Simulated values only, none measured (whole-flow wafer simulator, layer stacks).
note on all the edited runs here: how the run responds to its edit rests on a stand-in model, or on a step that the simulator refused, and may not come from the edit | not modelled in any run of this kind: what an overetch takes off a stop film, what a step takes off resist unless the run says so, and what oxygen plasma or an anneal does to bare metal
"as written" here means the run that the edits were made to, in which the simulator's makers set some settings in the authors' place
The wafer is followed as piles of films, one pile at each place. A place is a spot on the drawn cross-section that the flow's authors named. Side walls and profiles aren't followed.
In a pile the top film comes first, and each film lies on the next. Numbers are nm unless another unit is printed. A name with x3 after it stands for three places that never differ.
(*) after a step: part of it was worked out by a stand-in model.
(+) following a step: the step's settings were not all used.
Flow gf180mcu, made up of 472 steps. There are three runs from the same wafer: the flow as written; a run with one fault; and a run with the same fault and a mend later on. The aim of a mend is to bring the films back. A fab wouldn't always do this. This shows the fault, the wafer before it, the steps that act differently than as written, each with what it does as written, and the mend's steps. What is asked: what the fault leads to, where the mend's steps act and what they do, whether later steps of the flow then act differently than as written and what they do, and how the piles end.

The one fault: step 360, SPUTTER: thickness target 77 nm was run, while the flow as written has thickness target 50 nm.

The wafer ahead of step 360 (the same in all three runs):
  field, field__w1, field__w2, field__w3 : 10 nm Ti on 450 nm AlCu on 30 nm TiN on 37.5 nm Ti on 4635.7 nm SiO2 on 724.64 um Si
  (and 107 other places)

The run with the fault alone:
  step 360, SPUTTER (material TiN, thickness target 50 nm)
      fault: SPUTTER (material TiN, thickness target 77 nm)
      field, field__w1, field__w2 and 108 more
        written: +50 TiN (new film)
        fault: +77 TiN (new film)
  Steps further on in the flow that do not act as written (3 more steps, not shown, differ only slightly: by at most 2% or 0.5 nm, whichever is larger):
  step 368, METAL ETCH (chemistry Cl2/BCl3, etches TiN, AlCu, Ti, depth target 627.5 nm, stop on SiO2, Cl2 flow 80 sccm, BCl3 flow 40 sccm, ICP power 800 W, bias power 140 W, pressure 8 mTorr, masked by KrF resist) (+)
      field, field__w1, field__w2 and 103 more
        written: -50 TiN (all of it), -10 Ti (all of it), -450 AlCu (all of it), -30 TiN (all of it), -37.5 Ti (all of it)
        fault: -77 TiN (all of it), -10 Ti (all of it), -450 AlCu (all of it), -30 TiN (all of it), -37.5 Ti (all of it)
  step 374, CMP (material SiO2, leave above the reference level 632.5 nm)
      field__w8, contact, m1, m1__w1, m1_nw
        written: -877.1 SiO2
        fault: -904.1 SiO2
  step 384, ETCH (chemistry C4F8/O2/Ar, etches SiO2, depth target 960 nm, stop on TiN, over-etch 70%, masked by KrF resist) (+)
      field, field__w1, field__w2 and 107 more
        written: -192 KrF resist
        fault: -185.5 KrF resist
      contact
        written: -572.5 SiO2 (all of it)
        fault: -545.5 SiO2 (all of it)
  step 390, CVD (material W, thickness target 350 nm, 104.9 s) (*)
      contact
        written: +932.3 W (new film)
        fault: +905 W (new film)
  By the end, the piles at field__w8, contact, m1, m1__w1, m1_nw depart from the flow's by more than 2% or 0.5 nm, whichever is larger.
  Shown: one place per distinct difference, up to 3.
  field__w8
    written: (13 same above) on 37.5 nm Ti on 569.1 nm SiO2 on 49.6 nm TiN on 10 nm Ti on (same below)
    fault: (13 same above) on 37.5 nm Ti on 542.1 nm SiO2 on 76.6 nm TiN on 10 nm Ti on (same below)
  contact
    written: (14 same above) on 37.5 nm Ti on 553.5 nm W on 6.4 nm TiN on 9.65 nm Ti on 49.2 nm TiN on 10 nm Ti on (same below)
    fault: (14 same above) on 37.5 nm Ti on 526.2 nm W on 6.51 nm TiN on 9.81 nm Ti on 76.2 nm TiN on 10 nm Ti on (same below)

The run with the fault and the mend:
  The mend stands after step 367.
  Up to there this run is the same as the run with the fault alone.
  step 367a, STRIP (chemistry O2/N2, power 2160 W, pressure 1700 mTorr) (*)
      field__w8, contact, m1, m1__w1, m1_nw
        -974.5 KrF resist (all of it)
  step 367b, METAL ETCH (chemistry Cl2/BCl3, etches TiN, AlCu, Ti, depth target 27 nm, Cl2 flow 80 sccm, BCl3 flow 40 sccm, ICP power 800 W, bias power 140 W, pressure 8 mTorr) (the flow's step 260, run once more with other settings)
      field, field__w1, field__w2 and 108 more
        -27 TiN
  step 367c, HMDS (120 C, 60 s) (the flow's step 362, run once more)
      leaves every film unchanged at each place that is followed
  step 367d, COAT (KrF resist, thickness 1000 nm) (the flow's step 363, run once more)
      field, field__w1, field__w2 and 108 more
        +1000 KrF resist (new film)
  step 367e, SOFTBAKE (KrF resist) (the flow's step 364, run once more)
      leaves every film unchanged at each place that is followed
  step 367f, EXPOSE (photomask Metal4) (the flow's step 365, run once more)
      leaves every film unchanged at each place that is followed
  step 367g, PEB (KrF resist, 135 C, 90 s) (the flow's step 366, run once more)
      field, field__w1, field__w2 and 108 more
        -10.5 KrF resist
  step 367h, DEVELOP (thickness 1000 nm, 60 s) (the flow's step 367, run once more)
      field, field__w1, field__w2 and 103 more
        -989.5 KrF resist (all of it)
      field__w8, contact, m1, m1__w1, m1_nw
        -14.9 KrF resist
  None of the later steps of the flow acts differently than as written at any place that is followed.
  The piles end the same as the flow's at every place that both follow.
